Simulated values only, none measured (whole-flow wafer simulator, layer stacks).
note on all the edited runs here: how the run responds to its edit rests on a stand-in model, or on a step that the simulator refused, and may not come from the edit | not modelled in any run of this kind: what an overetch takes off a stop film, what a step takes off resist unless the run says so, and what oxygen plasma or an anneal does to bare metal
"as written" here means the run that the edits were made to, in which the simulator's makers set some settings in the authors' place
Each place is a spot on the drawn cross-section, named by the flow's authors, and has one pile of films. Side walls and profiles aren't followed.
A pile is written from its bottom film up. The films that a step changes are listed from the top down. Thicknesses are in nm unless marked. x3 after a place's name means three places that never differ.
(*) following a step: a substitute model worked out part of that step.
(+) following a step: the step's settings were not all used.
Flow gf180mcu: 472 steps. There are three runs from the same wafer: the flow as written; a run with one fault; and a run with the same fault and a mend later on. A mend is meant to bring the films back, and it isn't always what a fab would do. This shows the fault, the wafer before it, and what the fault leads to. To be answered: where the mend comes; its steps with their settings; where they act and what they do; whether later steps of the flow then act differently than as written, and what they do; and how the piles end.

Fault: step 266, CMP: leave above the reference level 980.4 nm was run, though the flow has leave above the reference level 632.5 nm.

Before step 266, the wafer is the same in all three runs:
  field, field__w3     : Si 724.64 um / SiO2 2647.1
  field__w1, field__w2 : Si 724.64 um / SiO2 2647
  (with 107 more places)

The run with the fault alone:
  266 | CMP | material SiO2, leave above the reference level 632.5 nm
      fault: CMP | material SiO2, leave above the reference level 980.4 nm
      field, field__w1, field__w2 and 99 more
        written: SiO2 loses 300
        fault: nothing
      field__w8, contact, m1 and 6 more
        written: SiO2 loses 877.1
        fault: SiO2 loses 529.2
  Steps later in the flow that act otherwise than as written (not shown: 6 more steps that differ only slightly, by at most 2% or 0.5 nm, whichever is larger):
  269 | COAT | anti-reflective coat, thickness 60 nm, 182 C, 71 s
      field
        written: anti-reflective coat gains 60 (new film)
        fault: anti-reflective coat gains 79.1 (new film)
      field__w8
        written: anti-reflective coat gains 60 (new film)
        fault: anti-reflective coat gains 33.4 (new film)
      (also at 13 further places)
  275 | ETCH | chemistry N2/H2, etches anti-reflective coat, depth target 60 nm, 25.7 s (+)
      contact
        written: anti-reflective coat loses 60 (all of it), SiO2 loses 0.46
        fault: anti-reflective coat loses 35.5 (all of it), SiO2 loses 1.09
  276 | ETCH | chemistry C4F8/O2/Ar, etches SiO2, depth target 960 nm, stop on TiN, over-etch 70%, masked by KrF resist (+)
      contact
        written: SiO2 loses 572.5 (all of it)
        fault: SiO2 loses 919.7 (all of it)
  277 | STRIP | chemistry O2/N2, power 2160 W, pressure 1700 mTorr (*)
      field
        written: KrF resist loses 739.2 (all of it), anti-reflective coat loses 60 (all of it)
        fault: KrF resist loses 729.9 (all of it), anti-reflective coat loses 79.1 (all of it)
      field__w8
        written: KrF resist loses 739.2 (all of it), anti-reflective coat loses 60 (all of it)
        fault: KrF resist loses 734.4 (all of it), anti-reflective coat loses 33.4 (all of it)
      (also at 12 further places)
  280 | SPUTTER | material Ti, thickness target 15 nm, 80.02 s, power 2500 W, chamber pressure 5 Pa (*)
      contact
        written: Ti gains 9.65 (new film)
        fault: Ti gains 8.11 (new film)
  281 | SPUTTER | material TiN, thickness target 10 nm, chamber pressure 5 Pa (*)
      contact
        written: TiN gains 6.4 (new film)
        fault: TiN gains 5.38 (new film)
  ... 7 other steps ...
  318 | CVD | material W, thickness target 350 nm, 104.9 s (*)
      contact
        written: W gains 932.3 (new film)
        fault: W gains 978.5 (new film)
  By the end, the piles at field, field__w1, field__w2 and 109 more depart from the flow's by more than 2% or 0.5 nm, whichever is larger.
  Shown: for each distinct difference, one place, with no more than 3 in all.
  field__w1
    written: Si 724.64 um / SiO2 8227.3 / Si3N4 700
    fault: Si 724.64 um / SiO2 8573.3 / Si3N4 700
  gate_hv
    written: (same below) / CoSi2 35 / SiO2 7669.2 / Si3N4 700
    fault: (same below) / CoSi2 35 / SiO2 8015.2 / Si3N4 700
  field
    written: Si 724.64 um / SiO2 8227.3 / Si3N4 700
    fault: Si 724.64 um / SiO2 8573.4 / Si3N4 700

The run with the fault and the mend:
  The mend follows step 274.
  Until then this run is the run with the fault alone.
  274a | STRIP | chemistry O2/N2, power 2160 W, pressure 1700 mTorr (*)
      iso_ptap_pw, iso_ntap_nw, iso_nw_fld and 33 more
        KrF resist loses 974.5 (all of it), anti-reflective coat loses 60 (all of it)
      field_sub, field_sub__w1, field_sub__w2 and 14 more
        KrF resist loses 974.9 (all of it), anti-reflective coat loses 60.1 (all of it)
      field__w6, field__w7, field__w11 and 6 more
        KrF resist loses 975 (all of it), anti-reflective coat loses 60.1 (all of it)
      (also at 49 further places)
  274b | CMP | material SiO2, leave above the reference level 632.5 nm (a further turn of the flow's step 266)
      field, field__w1, field__w2 and 99 more
        SiO2 loses 300
      field__w8, contact, m1 and 6 more
        SiO2 loses 347.9
  274c | HMDS | 120 C, 60 s (a further turn of the flow's step 268)
      does not change any film at any place that is followed
  274d | COAT | anti-reflective coat, thickness 60 nm, 182 C, 71 s (a further turn of the flow's step 269)
      field, field__w1, field__w2 and 108 more
        anti-reflective coat gains 60 (new film)
  274e | COAT | KrF resist, thickness 1000 nm (a further turn of the flow's step 270)
      field, field__w1, field__w2 and 108 more
        KrF resist gains 1000 (new film)
  274f | SOFTBAKE | KrF resist (a further turn of the flow's step 271)
      does not change any film at any place that is followed
  274g | EXPOSE | photomask Via1 (a further turn of the flow's step 272)
      does not change any film at any place that is followed
  274h | PEB | KrF resist, 135 C, 90 s (a further turn of the flow's step 273)
      field, field__w1, field__w2 and 108 more
        KrF resist loses 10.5
  274i | DEVELOP | KrF resist, thickness 1000 nm, 60 s (a further turn of the flow's step 274)
      field, field__w1, field__w2 and 107 more
        KrF resist loses 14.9
      contact
        KrF resist loses 989.5 (all of it)
  None of the later steps of the flow acts differently than as written at any place that is followed.
  The piles end the same as the flow's at every place that both follow.
